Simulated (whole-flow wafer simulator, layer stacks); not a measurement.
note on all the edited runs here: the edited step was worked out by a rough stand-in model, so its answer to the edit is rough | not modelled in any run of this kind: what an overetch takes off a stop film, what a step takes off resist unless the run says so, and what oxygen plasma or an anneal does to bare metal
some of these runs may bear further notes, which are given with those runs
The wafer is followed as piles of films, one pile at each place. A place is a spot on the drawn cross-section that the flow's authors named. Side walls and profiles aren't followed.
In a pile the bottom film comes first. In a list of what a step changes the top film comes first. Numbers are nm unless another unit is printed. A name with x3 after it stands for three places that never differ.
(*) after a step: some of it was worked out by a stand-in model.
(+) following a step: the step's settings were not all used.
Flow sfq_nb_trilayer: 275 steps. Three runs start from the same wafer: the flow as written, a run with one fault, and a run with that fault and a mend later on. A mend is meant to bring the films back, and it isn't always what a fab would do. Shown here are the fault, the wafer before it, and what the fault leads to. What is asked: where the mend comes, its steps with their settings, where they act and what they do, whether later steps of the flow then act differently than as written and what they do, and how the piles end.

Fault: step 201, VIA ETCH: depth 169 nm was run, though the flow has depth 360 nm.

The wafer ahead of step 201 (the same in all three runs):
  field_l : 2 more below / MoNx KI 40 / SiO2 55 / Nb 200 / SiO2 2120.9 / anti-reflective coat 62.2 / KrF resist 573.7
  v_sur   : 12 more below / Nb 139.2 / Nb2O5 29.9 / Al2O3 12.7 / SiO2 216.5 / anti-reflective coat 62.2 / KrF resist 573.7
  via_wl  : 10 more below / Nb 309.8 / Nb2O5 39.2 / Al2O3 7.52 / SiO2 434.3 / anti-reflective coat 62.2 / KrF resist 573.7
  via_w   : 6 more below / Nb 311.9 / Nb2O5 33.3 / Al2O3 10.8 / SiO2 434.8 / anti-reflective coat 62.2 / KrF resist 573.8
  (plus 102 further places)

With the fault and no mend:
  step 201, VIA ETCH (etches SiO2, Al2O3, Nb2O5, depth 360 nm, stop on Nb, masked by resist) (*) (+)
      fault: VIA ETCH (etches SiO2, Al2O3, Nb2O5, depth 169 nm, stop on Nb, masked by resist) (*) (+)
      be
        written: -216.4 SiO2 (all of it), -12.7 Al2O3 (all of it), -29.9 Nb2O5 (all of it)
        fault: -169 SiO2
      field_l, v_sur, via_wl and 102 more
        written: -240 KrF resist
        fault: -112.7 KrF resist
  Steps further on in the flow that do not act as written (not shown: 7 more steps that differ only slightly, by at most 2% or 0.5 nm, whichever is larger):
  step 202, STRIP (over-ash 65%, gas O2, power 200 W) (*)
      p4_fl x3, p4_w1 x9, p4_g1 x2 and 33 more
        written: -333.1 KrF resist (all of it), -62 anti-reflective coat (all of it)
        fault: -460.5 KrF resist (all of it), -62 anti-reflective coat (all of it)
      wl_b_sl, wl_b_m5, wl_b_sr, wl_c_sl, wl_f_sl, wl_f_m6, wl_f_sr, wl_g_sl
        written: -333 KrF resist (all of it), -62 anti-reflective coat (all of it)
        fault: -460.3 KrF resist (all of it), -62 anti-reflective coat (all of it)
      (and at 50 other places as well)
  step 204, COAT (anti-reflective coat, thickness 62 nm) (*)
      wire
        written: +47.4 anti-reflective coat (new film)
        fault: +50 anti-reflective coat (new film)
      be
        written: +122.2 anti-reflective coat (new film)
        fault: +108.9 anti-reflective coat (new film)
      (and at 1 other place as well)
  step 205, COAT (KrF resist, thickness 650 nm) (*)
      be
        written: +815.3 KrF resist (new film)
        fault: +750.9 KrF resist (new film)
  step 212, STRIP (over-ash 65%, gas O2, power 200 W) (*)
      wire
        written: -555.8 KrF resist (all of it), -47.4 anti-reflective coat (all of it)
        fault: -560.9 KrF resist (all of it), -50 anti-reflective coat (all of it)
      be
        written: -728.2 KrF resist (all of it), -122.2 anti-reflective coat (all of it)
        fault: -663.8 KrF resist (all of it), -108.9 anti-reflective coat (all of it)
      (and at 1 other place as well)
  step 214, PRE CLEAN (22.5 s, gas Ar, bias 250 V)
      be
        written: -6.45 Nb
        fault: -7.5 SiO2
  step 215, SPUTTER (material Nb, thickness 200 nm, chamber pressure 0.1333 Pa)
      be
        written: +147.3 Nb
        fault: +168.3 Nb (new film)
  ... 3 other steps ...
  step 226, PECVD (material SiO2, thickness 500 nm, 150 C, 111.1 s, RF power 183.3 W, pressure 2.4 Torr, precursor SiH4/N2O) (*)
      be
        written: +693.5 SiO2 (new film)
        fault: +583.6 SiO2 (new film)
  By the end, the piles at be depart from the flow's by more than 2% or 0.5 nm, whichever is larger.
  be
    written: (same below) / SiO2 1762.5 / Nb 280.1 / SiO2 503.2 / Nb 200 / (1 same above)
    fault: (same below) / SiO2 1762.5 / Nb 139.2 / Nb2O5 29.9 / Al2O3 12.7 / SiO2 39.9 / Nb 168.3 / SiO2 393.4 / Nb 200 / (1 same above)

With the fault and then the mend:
  The mend stands after step 202.
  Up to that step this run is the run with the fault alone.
  step 202a, COAT (anti-reflective coat, thickness 62 nm) (*) (the flow's step 194 again)
      p4_fl x3, p4_w1 x9, p4_g1 x2 and 50 more
        +62 anti-reflective coat (new film)
      field_l, v_sur, wl_a_sl, wl_a_m6, wl_a_sr, wl_g_sr
        +61.9 anti-reflective coat (new film)
      via_wl, via_w, gap
        +61.8 anti-reflective coat (new film)
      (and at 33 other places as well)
  step 202b, COAT (KrF resist, thickness 650 nm) (the flow's step 195 again)
      p4_fl x3, p4_w1 x9, p4_g1 x2 and 33 more
        +650 KrF resist (new film)
      wl_b_m5, wl_b_sr, wl_c_sl and 12 more
        +649.9 KrF resist (new film)
      field_l, wl_a_sr, wl_g_sr
        +649.7 KrF resist (new film)
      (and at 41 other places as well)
  step 202c, SOFTBAKE (KrF resist) (the flow's step 196 again)
      alters no film at any place that is followed
  step 202d, EXPOSE (photomask I5, dose 12.41 mJ/cm2, NA 0.6, wavelength 248 nm) (*) (the flow's step 197 again)
      alters no film at any place that is followed
  step 202e, PEB (KrF resist, 90 s) (the flow's step 198 again)
      field_l, v_sur, via_wl and 83 more
        -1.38 KrF resist
      via_wr, via_sp, via_v, wire
        -1.37 KrF resist
      ce_l, moat, field_r, wl_jj
        -1.39 KrF resist
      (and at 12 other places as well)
  step 202f, DEVELOP (KrF resist, thickness 650 nm, 60 s) (the flow's step 199 again)
      field_l, v_sur, via_wl and 102 more
        -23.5 KrF resist
      be
        -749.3 KrF resist (all of it)
  step 202g, VIA ETCH (etches anti-reflective coat, depth 125 nm, masked by resist) (+) (the flow's step 200 again)
      field_l, v_sur, via_wl and 102 more
        -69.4 KrF resist
      be
        -108.9 anti-reflective coat (all of it), -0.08 SiO2
  step 202h, VIA ETCH (etches SiO2, Al2O3, Nb2O5, depth 191 nm, stop on Nb, masked by resist) (*) (+) (the flow's step 201 again, with other settings)
      field_l, v_sur, via_wl and 102 more
        -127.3 KrF resist
      be
        -47.3 SiO2 (all of it), -12.7 Al2O3 (all of it), -29.9 Nb2O5 (all of it)
  step 202i, STRIP (over-ash 65%, gas O2, power 200 W) (*) (the flow's step 202 again)
      p4_fl x3, p4_w1 x9, p4_g1 x2 and 33 more
        -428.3 KrF resist (all of it), -62 anti-reflective coat (all of it)
      wl_b_m5, wl_b_sr, wl_c_sl and 12 more
        -428.2 KrF resist (all of it), -62 anti-reflective coat (all of it)
      field_l, wl_a_sr, wl_g_sr
        -428.1 KrF resist (all of it), -61.9 anti-reflective coat (all of it)
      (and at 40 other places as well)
  Every later step of the flow that is run acts as written at every place that is followed.
  The piles end the same as the flow's at every place that both follow.
